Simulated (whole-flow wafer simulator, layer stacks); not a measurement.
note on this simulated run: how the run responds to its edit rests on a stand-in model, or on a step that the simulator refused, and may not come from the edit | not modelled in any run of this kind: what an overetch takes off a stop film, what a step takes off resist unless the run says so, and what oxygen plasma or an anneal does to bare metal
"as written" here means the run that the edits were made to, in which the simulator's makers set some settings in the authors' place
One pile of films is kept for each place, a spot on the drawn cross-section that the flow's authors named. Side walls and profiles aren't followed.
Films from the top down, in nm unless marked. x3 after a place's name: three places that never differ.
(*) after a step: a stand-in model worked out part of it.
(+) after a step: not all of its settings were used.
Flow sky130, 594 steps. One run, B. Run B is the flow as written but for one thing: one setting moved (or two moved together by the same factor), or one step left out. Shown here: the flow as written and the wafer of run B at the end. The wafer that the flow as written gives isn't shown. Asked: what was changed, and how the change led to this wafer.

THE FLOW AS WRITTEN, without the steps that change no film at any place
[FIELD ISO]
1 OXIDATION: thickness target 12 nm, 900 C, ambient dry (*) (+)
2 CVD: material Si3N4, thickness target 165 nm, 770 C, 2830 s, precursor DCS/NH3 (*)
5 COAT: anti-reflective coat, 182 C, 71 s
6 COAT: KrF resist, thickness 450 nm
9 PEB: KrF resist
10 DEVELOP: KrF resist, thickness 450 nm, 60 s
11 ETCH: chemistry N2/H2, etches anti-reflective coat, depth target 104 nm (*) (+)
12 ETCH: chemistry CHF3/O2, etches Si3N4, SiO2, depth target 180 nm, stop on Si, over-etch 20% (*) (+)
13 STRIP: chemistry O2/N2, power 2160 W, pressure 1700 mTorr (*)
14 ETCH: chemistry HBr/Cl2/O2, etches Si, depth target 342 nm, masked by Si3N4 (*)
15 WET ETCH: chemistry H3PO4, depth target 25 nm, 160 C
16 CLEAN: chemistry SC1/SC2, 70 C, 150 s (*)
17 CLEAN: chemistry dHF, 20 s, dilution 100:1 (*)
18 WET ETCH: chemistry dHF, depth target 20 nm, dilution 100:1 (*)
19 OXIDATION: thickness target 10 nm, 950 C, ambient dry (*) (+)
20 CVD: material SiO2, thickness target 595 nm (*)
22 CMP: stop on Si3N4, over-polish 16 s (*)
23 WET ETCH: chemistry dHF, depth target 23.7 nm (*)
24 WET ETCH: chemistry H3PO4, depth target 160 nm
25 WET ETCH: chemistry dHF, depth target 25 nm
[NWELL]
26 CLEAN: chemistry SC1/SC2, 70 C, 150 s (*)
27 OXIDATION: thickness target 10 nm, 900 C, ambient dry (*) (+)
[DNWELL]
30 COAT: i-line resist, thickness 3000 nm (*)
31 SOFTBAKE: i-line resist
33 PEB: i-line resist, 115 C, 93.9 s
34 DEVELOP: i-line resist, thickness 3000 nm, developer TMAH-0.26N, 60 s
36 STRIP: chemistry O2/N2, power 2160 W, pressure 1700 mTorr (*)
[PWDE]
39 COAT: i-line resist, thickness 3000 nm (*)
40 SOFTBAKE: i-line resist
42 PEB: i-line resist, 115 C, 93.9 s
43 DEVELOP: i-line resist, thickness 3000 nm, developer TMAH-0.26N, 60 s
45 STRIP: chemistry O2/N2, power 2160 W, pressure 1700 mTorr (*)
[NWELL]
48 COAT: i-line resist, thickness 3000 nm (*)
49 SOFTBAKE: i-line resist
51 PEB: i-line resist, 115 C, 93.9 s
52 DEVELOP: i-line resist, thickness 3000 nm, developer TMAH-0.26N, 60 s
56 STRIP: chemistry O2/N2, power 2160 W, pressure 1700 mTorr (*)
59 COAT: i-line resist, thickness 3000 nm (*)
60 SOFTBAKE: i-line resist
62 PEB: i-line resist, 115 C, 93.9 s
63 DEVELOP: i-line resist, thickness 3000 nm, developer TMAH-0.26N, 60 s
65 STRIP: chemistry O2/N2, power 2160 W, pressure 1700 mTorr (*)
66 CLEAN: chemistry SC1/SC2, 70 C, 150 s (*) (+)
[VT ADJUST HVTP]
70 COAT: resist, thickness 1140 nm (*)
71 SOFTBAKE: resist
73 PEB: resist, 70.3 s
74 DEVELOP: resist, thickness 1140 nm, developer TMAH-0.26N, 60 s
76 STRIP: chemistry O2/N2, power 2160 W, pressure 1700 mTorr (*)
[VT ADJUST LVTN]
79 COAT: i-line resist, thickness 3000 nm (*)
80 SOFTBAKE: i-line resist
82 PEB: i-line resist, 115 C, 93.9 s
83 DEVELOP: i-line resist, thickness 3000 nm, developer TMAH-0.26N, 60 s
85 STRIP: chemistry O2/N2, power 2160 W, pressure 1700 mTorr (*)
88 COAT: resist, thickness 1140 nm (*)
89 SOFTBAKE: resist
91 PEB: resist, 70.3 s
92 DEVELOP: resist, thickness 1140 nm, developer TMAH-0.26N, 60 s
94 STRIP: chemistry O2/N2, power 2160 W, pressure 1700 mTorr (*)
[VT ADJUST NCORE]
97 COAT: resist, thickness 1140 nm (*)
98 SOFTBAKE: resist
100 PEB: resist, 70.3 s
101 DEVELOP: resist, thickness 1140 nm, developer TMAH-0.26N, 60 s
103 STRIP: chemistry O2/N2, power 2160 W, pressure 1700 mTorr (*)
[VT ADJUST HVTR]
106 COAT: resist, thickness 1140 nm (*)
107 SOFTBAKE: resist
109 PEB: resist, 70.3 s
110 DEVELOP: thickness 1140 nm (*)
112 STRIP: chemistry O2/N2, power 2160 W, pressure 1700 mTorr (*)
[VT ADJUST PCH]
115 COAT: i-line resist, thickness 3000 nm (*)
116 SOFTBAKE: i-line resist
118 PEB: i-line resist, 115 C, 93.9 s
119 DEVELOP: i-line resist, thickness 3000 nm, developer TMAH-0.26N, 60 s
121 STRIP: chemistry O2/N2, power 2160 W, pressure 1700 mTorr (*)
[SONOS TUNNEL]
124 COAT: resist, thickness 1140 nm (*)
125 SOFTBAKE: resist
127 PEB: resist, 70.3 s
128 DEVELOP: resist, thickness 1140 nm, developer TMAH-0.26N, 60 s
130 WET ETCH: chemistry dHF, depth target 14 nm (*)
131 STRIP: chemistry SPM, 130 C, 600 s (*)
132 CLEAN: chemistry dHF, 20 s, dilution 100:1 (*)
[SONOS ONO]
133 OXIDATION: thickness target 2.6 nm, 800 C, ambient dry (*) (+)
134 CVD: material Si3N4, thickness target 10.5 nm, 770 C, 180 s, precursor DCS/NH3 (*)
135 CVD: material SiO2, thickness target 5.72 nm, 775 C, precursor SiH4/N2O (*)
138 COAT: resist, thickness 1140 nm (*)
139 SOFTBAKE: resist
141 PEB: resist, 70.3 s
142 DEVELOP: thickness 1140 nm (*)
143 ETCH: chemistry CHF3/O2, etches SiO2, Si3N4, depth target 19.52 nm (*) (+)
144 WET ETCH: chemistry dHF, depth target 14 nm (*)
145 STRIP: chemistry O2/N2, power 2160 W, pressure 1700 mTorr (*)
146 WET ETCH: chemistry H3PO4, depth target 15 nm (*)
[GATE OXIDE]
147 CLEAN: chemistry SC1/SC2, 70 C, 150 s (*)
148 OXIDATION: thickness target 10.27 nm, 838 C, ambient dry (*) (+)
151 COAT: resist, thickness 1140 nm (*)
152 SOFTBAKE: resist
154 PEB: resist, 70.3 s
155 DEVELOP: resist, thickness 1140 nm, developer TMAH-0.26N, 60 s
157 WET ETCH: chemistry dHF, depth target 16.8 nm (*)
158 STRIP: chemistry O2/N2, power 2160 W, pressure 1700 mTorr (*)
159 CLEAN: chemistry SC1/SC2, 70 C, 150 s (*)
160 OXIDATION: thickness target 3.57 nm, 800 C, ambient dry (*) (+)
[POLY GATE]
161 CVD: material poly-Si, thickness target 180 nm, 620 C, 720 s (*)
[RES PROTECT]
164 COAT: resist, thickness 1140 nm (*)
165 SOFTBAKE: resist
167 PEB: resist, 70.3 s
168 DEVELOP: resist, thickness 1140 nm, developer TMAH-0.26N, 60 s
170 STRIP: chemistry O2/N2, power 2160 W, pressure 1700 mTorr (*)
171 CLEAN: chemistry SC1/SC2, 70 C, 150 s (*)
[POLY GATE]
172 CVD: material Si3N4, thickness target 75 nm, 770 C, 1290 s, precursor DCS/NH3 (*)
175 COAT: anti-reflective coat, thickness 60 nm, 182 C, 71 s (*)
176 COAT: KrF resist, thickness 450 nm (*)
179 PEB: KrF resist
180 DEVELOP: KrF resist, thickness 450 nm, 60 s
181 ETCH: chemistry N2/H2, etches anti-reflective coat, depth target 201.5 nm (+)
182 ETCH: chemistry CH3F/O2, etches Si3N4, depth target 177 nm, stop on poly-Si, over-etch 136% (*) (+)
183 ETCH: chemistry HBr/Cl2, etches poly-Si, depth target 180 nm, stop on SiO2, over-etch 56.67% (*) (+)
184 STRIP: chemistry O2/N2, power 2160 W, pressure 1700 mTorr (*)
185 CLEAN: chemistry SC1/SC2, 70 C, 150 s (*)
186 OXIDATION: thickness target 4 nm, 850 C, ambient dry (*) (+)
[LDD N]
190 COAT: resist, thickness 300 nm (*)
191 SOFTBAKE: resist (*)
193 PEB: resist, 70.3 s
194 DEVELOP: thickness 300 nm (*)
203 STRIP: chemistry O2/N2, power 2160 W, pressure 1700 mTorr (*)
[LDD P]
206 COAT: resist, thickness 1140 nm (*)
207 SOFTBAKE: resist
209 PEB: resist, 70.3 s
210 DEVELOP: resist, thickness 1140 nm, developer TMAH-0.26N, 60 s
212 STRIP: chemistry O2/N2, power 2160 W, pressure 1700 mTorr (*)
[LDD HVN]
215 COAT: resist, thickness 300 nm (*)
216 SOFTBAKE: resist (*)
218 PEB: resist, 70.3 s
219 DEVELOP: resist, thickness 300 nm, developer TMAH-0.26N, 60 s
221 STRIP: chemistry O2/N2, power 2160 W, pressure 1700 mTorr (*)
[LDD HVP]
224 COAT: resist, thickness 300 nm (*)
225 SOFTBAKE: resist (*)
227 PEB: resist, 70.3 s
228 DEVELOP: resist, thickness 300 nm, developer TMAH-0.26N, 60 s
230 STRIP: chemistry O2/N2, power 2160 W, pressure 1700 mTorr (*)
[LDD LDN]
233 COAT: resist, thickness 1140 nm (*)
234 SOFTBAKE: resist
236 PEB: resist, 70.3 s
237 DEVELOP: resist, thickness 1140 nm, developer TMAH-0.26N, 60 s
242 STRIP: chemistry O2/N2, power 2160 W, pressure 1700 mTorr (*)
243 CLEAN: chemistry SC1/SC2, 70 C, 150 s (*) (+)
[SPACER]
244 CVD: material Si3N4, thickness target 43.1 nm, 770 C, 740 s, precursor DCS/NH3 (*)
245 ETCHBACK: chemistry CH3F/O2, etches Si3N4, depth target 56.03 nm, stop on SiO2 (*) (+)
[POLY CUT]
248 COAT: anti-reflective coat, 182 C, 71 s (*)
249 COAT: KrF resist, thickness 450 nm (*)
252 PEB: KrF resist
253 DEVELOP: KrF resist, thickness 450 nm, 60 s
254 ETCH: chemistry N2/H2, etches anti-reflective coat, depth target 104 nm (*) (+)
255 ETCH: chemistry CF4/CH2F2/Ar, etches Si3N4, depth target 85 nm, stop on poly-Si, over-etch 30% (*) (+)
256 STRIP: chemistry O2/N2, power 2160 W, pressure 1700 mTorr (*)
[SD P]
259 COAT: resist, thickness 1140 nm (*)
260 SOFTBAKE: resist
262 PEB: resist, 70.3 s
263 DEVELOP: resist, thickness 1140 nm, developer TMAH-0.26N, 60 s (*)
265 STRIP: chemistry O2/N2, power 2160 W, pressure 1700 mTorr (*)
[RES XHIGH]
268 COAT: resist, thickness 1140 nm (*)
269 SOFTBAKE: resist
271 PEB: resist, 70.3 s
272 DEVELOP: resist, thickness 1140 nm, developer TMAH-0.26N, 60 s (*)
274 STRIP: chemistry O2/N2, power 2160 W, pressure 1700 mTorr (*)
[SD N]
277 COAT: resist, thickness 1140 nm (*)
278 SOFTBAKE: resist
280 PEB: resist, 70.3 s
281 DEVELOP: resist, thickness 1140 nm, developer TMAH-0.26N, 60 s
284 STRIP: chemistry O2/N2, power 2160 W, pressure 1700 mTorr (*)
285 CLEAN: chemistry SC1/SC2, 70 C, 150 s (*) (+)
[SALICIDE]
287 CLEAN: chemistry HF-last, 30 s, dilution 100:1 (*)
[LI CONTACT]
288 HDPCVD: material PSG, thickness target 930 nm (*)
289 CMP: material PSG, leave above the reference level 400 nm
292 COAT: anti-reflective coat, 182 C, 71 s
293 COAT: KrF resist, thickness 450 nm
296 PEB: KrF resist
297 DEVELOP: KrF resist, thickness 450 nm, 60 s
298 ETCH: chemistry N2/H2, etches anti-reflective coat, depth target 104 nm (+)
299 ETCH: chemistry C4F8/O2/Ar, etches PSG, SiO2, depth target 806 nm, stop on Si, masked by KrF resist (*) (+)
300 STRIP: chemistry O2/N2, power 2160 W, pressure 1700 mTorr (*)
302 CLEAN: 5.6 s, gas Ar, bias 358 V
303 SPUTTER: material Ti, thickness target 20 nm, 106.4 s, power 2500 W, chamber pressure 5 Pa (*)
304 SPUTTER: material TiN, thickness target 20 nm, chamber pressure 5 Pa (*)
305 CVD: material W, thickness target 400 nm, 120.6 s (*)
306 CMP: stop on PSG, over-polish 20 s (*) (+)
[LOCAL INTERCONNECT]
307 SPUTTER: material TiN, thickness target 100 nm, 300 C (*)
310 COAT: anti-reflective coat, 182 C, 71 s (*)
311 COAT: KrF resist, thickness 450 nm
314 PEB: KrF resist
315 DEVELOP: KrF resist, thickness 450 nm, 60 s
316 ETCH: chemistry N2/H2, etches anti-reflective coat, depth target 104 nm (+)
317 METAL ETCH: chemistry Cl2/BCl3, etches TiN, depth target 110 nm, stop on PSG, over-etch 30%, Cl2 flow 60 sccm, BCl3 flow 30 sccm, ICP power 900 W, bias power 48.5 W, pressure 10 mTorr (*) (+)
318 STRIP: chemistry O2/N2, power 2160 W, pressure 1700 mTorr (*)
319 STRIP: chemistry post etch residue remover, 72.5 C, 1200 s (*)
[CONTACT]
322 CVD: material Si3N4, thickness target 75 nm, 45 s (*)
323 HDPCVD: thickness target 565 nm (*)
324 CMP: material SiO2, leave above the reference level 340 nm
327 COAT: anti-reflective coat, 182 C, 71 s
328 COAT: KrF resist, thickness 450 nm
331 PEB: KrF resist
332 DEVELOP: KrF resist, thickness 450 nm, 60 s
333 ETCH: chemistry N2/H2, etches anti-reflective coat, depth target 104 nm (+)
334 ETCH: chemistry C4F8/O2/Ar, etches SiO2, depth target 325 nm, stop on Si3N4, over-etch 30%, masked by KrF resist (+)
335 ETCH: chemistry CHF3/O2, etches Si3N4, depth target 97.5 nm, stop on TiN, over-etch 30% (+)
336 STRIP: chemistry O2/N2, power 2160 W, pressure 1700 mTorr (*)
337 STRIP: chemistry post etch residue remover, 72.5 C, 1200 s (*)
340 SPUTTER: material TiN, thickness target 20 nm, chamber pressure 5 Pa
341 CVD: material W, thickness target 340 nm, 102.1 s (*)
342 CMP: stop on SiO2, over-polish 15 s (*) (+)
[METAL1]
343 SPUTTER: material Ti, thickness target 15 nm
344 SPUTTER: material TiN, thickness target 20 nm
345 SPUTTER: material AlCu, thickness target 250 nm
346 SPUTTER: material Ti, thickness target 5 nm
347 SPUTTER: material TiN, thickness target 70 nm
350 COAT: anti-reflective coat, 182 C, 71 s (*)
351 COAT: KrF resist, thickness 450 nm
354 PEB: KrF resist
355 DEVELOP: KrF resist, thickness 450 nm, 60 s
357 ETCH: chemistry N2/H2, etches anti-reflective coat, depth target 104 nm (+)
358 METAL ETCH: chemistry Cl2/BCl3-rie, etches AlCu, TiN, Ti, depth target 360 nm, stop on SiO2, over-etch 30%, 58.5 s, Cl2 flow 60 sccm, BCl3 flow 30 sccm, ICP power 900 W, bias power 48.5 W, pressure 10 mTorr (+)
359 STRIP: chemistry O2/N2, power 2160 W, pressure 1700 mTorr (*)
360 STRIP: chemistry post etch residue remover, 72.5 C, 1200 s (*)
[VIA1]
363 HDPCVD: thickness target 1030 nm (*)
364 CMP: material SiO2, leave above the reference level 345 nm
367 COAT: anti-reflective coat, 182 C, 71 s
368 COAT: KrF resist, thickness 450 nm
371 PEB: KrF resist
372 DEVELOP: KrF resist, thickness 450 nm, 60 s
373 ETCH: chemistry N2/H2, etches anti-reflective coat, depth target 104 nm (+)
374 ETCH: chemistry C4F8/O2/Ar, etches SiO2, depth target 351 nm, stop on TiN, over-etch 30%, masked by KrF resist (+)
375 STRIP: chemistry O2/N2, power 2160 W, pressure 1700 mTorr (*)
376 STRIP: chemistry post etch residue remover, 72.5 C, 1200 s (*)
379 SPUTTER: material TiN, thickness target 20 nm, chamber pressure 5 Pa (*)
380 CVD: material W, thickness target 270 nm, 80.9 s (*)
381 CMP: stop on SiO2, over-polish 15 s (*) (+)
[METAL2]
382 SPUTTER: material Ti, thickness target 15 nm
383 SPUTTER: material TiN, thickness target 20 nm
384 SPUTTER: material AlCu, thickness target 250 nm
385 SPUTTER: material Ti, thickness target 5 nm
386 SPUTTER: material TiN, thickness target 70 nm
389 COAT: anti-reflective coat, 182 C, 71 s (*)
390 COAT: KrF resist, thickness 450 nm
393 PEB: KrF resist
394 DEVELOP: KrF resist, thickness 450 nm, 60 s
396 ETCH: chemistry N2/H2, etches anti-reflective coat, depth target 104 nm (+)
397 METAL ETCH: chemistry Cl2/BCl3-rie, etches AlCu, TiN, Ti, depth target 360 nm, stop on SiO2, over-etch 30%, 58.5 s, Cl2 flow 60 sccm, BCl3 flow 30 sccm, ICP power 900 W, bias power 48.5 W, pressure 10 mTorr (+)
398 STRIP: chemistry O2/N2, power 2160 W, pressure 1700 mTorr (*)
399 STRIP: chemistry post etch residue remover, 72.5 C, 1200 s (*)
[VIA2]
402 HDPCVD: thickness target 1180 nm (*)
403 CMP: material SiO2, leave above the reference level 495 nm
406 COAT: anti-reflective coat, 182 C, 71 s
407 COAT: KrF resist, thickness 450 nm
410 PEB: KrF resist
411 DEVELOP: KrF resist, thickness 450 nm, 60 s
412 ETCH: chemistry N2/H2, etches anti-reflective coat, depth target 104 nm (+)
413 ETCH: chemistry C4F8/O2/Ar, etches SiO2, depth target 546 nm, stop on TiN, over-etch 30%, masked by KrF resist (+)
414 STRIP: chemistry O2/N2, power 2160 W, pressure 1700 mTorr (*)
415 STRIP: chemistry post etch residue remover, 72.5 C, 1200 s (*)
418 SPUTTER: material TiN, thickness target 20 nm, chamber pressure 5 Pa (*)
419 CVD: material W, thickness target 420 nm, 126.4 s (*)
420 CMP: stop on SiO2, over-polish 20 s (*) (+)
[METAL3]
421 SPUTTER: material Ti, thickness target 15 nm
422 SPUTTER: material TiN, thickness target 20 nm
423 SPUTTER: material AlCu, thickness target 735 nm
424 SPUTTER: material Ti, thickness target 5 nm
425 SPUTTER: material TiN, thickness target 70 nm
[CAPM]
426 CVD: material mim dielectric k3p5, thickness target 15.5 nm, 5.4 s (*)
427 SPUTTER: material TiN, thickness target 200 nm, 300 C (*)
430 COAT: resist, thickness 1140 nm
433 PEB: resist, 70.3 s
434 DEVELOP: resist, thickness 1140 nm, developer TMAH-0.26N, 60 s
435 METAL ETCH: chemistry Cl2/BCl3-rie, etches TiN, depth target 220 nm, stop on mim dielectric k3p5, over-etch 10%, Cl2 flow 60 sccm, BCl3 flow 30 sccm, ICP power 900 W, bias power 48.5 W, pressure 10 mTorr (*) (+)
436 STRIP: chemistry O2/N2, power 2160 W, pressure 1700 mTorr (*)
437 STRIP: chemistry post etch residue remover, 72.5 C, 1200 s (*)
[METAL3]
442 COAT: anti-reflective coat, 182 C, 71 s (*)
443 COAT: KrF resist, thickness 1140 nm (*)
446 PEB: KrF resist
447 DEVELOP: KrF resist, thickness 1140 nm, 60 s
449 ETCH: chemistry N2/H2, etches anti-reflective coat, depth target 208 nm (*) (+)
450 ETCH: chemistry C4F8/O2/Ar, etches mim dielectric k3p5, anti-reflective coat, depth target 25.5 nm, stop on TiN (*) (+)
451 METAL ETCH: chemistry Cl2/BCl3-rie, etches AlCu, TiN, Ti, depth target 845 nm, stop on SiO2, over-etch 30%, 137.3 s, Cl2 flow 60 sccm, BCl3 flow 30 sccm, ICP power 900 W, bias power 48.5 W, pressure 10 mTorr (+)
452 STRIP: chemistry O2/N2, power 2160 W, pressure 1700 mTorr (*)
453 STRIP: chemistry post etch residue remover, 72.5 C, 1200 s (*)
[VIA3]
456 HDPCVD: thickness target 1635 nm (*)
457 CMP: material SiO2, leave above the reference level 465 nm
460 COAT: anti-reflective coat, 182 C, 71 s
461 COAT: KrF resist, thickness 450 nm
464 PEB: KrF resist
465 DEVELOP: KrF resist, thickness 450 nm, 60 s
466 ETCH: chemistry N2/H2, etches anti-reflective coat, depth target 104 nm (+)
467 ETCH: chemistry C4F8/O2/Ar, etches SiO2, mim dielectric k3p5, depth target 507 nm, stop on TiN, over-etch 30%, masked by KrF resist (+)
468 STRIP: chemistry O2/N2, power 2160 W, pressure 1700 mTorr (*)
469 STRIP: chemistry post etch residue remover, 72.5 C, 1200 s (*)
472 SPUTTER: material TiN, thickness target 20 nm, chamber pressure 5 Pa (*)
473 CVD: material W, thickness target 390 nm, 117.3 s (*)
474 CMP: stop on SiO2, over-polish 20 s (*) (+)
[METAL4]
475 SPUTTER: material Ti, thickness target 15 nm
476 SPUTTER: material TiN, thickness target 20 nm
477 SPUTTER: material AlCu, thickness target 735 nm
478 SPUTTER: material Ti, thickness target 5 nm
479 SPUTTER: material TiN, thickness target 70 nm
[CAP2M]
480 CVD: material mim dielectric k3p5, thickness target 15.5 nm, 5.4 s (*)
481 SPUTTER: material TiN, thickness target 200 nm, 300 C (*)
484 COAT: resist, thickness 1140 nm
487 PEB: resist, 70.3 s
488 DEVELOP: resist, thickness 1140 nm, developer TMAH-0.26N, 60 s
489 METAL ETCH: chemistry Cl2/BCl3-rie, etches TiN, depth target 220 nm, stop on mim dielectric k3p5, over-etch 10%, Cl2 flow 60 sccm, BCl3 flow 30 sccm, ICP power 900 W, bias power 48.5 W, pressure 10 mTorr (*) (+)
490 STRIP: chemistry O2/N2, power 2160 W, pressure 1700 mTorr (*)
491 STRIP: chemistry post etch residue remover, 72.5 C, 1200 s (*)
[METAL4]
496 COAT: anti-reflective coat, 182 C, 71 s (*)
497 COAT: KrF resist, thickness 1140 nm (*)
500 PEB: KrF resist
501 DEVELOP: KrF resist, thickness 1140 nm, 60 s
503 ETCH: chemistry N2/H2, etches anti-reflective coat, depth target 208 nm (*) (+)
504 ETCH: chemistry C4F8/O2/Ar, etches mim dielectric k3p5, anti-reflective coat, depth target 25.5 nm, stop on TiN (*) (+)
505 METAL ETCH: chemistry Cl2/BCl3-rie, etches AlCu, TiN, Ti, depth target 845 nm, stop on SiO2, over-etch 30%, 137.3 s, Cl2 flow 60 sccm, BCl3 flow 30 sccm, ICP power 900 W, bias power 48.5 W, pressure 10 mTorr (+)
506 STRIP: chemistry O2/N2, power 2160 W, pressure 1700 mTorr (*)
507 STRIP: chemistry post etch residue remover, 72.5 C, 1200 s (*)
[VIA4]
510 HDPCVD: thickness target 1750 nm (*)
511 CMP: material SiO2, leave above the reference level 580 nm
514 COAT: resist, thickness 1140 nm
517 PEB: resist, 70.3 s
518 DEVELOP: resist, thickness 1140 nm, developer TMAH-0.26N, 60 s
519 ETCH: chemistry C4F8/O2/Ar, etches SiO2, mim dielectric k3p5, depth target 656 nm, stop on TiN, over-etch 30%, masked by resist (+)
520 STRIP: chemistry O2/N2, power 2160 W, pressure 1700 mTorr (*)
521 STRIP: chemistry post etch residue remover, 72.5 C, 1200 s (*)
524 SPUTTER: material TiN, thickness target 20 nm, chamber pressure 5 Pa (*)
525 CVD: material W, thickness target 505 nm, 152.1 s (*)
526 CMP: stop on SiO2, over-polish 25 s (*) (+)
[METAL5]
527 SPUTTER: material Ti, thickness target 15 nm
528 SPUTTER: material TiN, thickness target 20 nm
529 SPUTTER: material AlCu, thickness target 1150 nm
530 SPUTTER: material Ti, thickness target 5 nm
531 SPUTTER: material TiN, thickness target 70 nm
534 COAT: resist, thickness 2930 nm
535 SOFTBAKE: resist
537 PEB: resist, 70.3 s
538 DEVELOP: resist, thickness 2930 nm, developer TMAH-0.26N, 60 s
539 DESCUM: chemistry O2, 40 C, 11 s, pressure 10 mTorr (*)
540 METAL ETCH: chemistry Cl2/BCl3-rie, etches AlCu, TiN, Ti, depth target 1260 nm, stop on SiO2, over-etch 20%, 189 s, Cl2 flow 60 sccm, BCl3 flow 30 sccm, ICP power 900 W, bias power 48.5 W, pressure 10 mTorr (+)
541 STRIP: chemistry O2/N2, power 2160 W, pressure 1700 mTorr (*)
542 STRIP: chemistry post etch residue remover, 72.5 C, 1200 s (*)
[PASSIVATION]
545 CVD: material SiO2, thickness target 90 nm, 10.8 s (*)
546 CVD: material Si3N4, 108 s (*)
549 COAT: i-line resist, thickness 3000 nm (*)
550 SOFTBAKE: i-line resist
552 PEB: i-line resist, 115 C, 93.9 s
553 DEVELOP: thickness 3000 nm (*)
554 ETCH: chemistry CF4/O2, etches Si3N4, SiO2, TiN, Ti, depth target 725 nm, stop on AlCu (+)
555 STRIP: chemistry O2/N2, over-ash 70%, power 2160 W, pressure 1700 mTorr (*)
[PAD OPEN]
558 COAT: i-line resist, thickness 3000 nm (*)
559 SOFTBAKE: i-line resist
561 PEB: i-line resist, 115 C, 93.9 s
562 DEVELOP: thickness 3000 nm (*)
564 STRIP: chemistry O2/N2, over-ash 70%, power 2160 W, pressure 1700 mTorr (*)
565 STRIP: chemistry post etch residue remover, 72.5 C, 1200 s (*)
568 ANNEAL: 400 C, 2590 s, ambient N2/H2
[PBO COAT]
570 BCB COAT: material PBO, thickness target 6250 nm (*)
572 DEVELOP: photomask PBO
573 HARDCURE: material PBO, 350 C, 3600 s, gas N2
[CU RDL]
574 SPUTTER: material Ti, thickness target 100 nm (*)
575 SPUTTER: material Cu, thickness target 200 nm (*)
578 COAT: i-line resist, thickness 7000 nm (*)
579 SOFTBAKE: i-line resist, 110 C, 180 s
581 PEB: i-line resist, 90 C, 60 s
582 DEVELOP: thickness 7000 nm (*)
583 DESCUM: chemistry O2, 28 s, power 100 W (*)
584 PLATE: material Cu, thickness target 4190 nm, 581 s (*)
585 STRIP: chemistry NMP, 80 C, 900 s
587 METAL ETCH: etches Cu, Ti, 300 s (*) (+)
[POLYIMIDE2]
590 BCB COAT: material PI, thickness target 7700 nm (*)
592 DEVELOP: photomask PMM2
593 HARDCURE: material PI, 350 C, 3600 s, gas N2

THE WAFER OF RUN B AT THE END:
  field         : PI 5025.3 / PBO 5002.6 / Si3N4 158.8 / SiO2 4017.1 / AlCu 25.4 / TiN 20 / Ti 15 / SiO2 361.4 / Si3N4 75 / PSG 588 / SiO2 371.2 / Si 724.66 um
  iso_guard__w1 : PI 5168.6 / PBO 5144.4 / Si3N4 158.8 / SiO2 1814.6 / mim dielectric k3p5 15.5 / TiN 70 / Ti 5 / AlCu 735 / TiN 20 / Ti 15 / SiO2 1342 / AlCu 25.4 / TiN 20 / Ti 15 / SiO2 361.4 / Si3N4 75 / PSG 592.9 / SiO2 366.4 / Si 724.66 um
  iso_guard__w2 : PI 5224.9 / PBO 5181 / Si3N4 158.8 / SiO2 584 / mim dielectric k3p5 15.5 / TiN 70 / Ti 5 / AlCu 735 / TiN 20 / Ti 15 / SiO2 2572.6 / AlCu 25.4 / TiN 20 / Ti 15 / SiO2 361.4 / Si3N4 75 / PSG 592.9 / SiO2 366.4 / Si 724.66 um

The cause: step 358, METAL ETCH: depth target 225 nm was run, where the flow has depth target 360 nm; step 358, METAL ETCH: 36.6 s was run, where the flow has 58.5 s.

How the change led to this, step by step:
  358 METAL ETCH: chemistry Cl2/BCl3-rie, etches AlCu, TiN, Ti, depth target 360 nm, stop on SiO2, over-etch 30%, 58.5 s, Cl2 flow 60 sccm, BCl3 flow 30 sccm, ICP power 900 W, bias power 48.5 W, pressure 10 mTorr (+)
      field, active, gate and 81 more: TiN -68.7 (all of it), Ti -5 (all of it), AlCu -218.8 (as written it would be: TiN -68.7 (all of it), Ti -5 (all of it), AlCu -250 (all of it), TiN -20 (all of it), Ti -15 (all of it), SiO2 -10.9)
      n_well, p_well, gate_hv and 93 more: KrF resist -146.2 (as written it would be: KrF resist -234)
      (and at 11 more places)
  359 STRIP: chemistry O2/N2, power 2160 W, pressure 1700 mTorr (*)
      n_well, p_well, gate_hv and 100 more: KrF resist -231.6 (all of it), anti-reflective coat -80 (all of it) (as written it would be: KrF resist -143.8 (all of it), anti-reflective coat -80 (all of it))
      poly_licon, ndiff_licon, ndiff_licon_cpp, rpo_hd_licon: KrF resist -231.6 (all of it), anti-reflective coat -80.5 (all of it) (as written it would be: KrF resist -143.9 (all of it), anti-reflective coat -80.5 (all of it))
  360 STRIP: chemistry post etch residue remover, 72.5 C, 1200 s (*)
      field, active, gate and 81 more: AlCu -5.72 (as written it would be: nothing)
  363 HDPCVD: thickness target 1030 nm (*)
      field, active, gate and 81 more: SiO2 +1030 (new film) (as written it would be: SiO2 +1030)
  364 CMP: material SiO2, leave above the reference level 345 nm
      field, active, gate and 81 more: SiO2 -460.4 (as written it would be: SiO2 -389.1)
Counting metal films that touch as one body, field has 1 body; the flow as written gives 0 bodies.
Counting metal films that touch as one body, iso_guard__w1 has 2 bodies (between them, from the top down: SiO2 1342); the flow as written gives 1 body.
Counting metal films that touch as one body, iso_guard__w2 has 2 bodies (between them, from the top down: SiO2 2572.6); the flow as written gives 1 body.
